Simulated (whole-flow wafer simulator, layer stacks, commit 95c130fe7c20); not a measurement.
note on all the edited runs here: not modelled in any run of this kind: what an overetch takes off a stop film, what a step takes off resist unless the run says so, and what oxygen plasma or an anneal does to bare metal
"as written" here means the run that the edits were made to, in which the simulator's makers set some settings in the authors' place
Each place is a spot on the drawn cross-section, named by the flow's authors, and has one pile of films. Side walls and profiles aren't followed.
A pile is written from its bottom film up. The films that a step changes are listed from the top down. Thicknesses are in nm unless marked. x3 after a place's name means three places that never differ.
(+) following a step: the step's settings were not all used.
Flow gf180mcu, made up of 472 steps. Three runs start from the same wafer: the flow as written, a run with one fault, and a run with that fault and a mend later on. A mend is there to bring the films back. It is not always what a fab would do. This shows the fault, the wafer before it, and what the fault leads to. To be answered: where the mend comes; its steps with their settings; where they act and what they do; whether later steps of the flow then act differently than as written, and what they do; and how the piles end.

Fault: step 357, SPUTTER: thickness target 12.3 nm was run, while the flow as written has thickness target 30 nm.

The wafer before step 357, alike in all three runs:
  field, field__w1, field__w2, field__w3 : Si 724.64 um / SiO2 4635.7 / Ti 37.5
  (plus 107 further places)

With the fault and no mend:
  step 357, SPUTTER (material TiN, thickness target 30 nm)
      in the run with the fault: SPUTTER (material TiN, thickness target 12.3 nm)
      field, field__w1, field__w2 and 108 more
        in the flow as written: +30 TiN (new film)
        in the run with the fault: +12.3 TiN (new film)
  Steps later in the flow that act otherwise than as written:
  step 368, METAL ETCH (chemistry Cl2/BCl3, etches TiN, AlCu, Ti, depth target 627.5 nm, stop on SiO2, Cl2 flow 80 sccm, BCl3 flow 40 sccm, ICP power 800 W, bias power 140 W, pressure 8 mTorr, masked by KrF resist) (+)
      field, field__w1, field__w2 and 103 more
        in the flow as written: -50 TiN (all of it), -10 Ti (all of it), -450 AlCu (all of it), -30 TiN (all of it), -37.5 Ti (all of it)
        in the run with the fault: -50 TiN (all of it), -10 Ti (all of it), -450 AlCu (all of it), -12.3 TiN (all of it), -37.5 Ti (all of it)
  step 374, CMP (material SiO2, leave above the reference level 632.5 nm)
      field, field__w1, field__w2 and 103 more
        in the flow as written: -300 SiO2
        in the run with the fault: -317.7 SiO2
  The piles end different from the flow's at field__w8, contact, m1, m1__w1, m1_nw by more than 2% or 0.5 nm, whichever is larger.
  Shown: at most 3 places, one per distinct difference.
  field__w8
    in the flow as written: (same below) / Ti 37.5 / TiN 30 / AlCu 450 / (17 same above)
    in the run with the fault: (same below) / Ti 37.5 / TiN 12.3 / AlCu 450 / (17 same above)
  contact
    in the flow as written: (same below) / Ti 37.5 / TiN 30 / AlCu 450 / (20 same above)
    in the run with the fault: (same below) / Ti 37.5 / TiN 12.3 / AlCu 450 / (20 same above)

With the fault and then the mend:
  The mend stands after step 357.
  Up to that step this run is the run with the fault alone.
  step 357a, SPUTTER (material TiN, thickness target 17.7 nm) (the flow's step 357, run once more with other settings)
      field, field__w1, field__w2 and 108 more
        +17.7 TiN
  Later steps of the flow that are run all act as written at every place that is followed.
  By the end, the piles equal the flow's at every place that both follow.
